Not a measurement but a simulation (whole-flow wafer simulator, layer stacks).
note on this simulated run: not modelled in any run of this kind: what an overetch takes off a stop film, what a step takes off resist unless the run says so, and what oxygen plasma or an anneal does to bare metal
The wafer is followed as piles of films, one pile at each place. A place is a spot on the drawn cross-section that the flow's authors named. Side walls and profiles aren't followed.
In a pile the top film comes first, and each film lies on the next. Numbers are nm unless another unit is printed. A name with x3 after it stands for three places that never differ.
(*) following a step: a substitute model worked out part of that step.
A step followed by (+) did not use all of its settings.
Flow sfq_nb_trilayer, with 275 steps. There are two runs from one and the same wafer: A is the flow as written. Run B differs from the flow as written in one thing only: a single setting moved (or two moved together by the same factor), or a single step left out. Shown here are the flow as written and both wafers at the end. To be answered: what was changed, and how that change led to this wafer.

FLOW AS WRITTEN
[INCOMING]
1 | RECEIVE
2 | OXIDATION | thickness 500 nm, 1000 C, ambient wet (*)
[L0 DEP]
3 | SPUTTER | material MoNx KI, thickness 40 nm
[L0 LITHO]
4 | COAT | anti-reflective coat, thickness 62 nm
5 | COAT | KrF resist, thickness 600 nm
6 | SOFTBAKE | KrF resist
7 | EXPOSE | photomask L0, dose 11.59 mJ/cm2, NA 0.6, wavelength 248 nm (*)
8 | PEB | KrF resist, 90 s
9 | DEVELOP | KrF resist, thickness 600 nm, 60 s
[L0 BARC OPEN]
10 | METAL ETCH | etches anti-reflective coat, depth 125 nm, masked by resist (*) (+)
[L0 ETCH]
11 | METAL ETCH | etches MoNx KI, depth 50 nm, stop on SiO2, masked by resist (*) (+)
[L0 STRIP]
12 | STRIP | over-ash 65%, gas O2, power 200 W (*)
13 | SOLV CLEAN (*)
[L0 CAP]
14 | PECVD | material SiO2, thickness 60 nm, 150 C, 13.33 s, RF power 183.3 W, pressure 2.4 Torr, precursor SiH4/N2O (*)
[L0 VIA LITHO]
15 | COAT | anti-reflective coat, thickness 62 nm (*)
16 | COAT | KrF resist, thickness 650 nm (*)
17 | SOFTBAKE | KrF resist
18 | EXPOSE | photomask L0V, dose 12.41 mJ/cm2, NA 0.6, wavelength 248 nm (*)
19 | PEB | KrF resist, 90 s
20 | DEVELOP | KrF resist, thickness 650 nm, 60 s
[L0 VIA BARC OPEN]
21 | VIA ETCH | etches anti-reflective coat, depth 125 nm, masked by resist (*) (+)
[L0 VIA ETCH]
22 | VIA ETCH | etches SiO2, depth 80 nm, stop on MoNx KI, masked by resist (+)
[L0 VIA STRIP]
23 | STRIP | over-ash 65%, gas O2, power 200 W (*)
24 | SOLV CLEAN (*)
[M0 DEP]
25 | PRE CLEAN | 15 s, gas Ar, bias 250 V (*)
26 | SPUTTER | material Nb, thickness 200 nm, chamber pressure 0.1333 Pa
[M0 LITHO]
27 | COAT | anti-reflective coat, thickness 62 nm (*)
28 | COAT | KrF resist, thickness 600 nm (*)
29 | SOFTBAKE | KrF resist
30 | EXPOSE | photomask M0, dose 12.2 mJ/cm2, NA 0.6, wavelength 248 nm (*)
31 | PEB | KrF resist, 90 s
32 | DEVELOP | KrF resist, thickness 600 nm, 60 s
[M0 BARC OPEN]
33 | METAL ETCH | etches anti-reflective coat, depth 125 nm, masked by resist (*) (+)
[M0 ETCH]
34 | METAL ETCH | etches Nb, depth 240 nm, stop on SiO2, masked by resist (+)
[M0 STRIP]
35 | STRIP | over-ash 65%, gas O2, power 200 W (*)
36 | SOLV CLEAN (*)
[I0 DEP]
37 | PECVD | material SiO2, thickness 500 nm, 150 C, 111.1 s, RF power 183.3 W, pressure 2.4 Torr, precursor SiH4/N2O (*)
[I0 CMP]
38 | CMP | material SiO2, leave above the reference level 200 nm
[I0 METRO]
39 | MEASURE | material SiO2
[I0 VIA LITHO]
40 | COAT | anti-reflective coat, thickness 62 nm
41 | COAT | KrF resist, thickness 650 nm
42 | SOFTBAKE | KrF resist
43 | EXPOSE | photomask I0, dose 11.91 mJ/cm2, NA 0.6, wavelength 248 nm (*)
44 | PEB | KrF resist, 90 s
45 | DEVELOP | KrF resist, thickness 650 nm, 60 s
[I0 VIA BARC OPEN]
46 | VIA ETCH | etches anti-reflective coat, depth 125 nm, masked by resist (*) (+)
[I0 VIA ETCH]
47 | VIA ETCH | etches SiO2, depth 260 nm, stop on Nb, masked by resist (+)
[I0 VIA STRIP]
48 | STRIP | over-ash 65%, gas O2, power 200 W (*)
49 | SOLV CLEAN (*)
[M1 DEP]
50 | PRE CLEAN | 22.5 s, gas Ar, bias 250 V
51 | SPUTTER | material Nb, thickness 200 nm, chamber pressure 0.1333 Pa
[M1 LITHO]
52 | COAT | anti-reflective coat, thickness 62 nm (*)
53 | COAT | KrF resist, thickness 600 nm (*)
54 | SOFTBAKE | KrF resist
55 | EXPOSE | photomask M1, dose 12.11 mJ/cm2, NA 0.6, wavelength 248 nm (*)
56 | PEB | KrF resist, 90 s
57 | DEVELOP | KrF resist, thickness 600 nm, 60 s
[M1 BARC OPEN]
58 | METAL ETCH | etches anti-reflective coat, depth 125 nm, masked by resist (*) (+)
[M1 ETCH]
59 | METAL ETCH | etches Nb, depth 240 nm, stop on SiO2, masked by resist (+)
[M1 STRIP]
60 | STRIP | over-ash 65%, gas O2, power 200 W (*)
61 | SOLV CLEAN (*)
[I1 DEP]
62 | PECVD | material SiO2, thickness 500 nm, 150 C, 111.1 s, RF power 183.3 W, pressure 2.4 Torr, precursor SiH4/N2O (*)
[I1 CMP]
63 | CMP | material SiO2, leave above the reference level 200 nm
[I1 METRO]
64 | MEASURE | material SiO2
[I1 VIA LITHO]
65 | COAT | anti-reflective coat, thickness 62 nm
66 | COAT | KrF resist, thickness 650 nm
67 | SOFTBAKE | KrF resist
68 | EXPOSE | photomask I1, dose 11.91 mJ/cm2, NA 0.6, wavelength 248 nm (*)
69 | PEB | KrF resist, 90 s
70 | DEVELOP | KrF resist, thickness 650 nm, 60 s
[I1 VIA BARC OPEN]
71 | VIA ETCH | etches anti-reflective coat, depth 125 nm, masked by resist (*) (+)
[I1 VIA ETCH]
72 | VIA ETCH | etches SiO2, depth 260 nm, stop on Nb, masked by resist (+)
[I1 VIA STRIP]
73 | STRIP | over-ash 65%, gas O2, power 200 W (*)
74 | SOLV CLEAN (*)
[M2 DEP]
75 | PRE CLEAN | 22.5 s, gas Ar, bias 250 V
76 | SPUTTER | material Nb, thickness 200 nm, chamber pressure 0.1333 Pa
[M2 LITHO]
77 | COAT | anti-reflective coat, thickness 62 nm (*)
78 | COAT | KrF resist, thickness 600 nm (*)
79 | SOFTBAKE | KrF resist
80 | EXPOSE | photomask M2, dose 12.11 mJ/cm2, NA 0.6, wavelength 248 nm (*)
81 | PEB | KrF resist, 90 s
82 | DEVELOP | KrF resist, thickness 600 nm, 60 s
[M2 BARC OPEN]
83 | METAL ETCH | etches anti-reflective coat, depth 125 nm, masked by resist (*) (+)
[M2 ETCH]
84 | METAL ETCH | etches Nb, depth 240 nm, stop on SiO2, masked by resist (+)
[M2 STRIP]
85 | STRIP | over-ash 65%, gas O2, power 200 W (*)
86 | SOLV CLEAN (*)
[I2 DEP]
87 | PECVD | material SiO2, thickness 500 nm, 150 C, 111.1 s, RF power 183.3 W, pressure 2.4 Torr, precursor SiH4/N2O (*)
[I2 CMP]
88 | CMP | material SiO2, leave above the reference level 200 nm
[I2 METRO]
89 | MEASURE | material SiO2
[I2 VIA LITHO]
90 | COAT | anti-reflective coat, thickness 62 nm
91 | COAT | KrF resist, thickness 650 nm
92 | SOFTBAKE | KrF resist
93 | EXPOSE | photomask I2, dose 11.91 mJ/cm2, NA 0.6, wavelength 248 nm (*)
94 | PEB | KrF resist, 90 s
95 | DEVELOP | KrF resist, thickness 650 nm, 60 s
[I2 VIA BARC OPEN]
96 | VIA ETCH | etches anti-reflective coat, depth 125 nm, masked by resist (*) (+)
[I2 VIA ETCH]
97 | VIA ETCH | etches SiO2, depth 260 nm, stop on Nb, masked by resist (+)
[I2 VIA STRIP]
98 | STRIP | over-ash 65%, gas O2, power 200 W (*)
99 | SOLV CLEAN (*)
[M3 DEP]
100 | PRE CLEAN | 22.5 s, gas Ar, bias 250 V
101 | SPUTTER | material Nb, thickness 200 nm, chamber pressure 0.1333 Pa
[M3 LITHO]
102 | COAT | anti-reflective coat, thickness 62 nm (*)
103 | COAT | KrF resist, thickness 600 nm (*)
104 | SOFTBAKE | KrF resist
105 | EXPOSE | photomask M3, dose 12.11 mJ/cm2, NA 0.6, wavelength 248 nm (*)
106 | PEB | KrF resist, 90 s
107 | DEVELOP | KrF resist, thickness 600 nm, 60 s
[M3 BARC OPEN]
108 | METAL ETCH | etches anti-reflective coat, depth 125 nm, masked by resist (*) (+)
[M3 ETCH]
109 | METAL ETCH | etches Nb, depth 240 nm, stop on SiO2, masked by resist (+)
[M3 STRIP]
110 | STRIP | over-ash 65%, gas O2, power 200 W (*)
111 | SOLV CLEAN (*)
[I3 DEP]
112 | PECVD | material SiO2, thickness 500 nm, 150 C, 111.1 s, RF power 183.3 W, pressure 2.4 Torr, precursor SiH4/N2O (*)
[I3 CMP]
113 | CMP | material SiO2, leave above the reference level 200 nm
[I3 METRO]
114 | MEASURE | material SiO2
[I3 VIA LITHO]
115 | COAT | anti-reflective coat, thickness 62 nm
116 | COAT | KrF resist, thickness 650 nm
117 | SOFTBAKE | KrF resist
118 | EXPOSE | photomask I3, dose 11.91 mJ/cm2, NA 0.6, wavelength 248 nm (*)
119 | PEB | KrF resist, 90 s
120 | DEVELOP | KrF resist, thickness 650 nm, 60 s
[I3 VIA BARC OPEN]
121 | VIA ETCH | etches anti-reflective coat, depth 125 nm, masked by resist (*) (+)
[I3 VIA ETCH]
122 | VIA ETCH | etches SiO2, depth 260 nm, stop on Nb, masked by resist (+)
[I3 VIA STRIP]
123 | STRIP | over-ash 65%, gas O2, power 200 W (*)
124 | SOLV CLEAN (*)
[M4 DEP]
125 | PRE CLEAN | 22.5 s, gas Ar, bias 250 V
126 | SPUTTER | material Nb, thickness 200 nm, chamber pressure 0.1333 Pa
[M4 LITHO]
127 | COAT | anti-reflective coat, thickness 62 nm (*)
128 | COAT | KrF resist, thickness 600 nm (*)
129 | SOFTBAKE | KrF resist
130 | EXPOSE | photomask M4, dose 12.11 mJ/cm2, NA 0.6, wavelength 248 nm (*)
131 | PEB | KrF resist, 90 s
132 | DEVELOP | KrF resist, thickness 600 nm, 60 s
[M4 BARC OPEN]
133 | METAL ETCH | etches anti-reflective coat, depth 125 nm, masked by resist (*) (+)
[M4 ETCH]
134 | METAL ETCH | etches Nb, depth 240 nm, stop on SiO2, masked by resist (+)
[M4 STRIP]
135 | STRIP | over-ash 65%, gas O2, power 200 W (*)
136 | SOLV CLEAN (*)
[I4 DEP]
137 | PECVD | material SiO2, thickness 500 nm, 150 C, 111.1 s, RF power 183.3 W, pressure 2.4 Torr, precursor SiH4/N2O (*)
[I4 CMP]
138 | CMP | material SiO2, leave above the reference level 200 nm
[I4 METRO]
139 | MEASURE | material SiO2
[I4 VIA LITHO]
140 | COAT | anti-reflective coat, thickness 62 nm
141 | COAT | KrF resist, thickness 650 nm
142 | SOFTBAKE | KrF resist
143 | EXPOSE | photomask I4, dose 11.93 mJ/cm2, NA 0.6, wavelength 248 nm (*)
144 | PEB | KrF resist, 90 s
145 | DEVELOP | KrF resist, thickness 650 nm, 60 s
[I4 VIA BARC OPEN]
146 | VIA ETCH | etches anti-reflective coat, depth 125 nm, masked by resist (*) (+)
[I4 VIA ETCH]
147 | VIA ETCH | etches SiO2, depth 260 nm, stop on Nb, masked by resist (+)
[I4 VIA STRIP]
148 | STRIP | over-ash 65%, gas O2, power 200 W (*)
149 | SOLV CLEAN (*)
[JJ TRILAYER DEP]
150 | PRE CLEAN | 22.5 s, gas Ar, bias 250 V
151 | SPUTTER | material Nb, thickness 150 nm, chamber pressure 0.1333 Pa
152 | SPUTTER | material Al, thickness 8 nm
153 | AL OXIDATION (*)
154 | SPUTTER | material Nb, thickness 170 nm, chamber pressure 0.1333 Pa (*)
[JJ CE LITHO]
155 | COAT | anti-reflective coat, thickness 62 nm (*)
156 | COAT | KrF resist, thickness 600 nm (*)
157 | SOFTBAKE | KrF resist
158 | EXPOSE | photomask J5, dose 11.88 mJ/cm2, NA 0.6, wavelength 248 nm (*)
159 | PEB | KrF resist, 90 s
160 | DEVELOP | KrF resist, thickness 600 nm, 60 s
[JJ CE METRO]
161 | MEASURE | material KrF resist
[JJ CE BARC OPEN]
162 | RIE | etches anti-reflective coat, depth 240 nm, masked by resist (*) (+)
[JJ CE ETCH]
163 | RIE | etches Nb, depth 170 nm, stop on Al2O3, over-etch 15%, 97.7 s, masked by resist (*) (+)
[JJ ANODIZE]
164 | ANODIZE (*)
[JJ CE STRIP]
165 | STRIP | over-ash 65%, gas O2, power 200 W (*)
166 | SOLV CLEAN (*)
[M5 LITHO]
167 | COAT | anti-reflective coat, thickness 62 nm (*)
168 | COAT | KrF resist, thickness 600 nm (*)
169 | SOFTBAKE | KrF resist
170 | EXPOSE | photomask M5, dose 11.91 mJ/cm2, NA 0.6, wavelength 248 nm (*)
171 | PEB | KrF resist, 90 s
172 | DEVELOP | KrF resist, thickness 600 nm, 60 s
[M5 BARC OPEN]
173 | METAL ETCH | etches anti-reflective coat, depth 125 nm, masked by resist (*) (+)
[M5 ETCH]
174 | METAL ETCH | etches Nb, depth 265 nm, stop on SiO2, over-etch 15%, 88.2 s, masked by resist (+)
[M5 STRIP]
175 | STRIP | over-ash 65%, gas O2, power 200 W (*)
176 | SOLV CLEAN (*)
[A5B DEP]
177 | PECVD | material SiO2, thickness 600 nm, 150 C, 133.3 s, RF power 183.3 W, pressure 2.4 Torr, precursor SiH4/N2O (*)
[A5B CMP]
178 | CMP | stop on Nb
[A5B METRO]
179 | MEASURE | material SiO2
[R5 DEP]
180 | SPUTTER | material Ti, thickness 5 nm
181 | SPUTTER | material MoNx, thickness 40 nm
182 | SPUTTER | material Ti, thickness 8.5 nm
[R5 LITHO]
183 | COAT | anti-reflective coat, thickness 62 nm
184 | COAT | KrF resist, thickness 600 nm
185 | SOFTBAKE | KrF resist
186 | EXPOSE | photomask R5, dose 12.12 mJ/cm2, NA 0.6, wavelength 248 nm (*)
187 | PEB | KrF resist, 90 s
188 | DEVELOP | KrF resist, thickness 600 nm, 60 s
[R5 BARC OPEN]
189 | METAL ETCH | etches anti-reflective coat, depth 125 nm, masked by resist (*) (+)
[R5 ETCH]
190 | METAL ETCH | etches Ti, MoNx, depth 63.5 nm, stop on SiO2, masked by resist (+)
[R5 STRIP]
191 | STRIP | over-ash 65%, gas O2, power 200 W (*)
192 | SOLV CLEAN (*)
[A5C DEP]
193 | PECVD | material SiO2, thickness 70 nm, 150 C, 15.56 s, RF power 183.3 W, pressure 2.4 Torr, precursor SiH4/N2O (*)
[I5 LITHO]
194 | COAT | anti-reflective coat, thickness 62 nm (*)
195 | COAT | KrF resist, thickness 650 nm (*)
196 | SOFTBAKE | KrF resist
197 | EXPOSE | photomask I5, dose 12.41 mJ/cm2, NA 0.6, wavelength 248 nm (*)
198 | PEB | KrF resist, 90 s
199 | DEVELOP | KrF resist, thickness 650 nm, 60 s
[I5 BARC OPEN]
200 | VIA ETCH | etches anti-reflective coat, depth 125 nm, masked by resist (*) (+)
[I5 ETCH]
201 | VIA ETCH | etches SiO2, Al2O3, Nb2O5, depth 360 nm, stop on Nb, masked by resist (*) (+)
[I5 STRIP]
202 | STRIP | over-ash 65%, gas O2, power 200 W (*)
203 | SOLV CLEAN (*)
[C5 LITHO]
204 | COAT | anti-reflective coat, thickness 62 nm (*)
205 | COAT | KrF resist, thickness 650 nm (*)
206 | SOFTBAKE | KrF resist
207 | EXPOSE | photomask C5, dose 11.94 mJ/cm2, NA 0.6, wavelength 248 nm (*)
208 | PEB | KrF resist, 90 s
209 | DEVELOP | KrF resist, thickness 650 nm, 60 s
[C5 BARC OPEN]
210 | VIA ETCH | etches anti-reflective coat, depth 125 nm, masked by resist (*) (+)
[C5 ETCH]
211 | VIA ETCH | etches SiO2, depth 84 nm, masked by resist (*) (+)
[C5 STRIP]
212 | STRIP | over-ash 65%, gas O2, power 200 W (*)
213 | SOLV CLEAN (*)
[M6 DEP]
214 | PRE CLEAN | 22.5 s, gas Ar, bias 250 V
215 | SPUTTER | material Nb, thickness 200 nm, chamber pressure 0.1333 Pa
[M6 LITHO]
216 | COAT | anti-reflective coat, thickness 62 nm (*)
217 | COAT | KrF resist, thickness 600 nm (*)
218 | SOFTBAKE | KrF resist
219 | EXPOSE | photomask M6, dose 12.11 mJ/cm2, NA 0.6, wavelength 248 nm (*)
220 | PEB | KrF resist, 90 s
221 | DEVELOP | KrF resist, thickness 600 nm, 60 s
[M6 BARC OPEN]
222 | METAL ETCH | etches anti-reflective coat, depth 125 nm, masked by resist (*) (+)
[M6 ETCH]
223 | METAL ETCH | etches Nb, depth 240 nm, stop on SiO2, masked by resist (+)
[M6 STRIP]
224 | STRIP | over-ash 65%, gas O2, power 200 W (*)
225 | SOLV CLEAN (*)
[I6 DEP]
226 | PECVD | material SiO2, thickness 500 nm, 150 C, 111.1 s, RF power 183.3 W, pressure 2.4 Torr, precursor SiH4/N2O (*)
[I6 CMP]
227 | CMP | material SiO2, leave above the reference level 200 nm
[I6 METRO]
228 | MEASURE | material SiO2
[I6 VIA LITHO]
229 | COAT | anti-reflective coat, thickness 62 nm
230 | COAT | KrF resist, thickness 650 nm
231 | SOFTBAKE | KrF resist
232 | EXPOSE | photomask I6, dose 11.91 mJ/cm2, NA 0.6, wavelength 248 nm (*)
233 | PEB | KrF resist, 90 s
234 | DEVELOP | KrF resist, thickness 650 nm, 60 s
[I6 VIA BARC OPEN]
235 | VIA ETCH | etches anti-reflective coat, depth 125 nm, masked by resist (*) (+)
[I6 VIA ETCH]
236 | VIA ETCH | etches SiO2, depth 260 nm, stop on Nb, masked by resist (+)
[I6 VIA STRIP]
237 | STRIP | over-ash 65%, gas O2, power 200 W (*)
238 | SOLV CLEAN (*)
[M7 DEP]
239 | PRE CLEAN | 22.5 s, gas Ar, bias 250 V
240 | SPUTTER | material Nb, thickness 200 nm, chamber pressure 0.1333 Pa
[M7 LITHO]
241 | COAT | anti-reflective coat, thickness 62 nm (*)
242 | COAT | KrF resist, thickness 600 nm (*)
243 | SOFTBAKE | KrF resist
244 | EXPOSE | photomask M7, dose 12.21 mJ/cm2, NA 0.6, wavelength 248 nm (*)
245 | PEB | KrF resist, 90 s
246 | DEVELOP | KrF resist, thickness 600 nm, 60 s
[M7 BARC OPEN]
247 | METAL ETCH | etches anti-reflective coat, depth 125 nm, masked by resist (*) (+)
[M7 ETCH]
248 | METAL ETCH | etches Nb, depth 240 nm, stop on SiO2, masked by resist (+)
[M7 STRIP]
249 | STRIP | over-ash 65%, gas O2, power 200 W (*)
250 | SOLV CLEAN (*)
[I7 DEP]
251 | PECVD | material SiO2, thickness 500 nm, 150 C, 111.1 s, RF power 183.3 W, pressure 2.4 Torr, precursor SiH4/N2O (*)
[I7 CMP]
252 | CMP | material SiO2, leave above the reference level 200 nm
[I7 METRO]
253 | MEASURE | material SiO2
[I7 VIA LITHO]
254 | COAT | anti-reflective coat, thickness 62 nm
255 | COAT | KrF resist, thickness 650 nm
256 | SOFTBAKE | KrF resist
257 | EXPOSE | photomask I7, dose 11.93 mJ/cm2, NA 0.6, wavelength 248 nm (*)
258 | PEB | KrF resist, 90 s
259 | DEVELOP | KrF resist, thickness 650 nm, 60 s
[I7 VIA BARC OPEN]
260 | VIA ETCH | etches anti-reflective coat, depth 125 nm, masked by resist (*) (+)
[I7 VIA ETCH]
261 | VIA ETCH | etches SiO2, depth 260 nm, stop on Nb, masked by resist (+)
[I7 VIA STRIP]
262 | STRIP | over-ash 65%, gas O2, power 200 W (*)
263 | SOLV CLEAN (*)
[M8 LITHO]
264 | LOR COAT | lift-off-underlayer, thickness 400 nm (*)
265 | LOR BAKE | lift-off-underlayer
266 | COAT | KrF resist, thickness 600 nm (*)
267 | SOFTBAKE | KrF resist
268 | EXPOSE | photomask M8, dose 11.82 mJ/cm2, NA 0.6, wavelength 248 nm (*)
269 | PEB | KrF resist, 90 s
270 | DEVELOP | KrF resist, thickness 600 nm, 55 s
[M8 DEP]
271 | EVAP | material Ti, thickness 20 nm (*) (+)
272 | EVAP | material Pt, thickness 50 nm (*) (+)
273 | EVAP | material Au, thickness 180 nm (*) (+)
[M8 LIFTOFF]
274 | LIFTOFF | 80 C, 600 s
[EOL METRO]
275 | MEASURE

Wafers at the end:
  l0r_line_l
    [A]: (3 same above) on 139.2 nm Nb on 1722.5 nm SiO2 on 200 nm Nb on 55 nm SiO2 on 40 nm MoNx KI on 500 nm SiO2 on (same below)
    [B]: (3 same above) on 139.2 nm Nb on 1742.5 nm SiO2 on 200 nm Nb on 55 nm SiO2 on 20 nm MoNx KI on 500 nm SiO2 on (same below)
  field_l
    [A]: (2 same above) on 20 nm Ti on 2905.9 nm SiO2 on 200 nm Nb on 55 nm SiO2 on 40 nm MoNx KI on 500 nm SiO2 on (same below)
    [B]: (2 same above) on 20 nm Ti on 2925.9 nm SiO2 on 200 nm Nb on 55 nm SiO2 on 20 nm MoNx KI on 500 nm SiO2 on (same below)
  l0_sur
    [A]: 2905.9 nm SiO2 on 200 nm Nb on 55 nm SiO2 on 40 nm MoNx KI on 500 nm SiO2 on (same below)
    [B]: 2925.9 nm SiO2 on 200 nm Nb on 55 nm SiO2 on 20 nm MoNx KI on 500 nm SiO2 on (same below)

The reason: step 3, SPUTTER: thickness 20 nm was run, whereas the flow has thickness 40 nm.
The wafer lets one read it off: l0r_line_l has MoNx KI 20, and step 3 as written asks for 40 nm.

How this came from the change, step by step:
  3 | SPUTTER | material MoNx KI, thickness 40 nm
      field_l, v_sur, via_wl and 103 more: A +40 MoNx KI (new film) | B +20 MoNx KI (new film)
  11 | METAL ETCH | etches MoNx KI, depth 50 nm, stop on SiO2, masked by resist (*) (+)
      v_sur, via_wl, via_w and 97 more: A -40 MoNx KI (all of it) | B -20 MoNx KI (all of it)
      field_l, l0_sur, l0v, l0r_line_l, l0r_line_c, l0r_line_r: A -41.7 KrF resist | B -25 KrF resist
  12 | STRIP | over-ash 65%, gas O2, power 200 W (*)
      field_l, l0_sur, l0v, l0r_line_l, l0r_line_c, l0r_line_r: A -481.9 KrF resist (all of it), -62 anti-reflective coat (all of it) | B -498.6 KrF resist (all of it), -62 anti-reflective coat (all of it)
  15 | COAT | anti-reflective coat, thickness 62 nm (*)
      l0r_line_l, l0r_line_c, l0r_line_r: A +59 anti-reflective coat (new film) | B +60.3 anti-reflective coat (new film)
      field_l: A +56.7 anti-reflective coat (new film) | B +59 anti-reflective coat (new film)
      (also at 4 further places)
  23 | STRIP | over-ash 65%, gas O2, power 200 W (*)
      l0r_line_l, l0r_line_c, l0r_line_r: A -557 KrF resist (all of it), -59 anti-reflective coat (all of it) | B -558.4 KrF resist (all of it), -60.3 anti-reflective coat (all of it)
      field_l: A -551.4 KrF resist (all of it), -56.7 anti-reflective coat (all of it) | B -555.7 KrF resist (all of it), -59 anti-reflective coat (all of it)
      (also at 4 further places)
  27 | COAT | anti-reflective coat, thickness 62 nm (*)
      l0r_line_l, l0r_line_c: A +59 anti-reflective coat (new film) | B +60.3 anti-reflective coat (new film)
      field_l: A +56.9 anti-reflective coat (new film) | B +59.3 anti-reflective coat (new film)
      (also at 6 further places)
  35 | STRIP | over-ash 65%, gas O2, power 200 W (*)
      l0r_line_l, l0r_line_c: A -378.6 KrF resist (all of it), -59 anti-reflective coat (all of it) | B -380.5 KrF resist (all of it), -60.3 anti-reflective coat (all of it)
      field_l: A -372.9 KrF resist (all of it), -56.9 anti-reflective coat (all of it) | B -377.6 KrF resist (all of it), -59.3 anti-reflective coat (all of it)
      (also at 6 further places)
  38 | CMP | material SiO2, leave above the reference level 200 nm
      field_l, l0_sur, l0r_line_l, l0r_line_c, l0r_line_r: A -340 SiO2 | B -320 SiO2
      l0v: A -277.8 SiO2 | B -257.8 SiO2
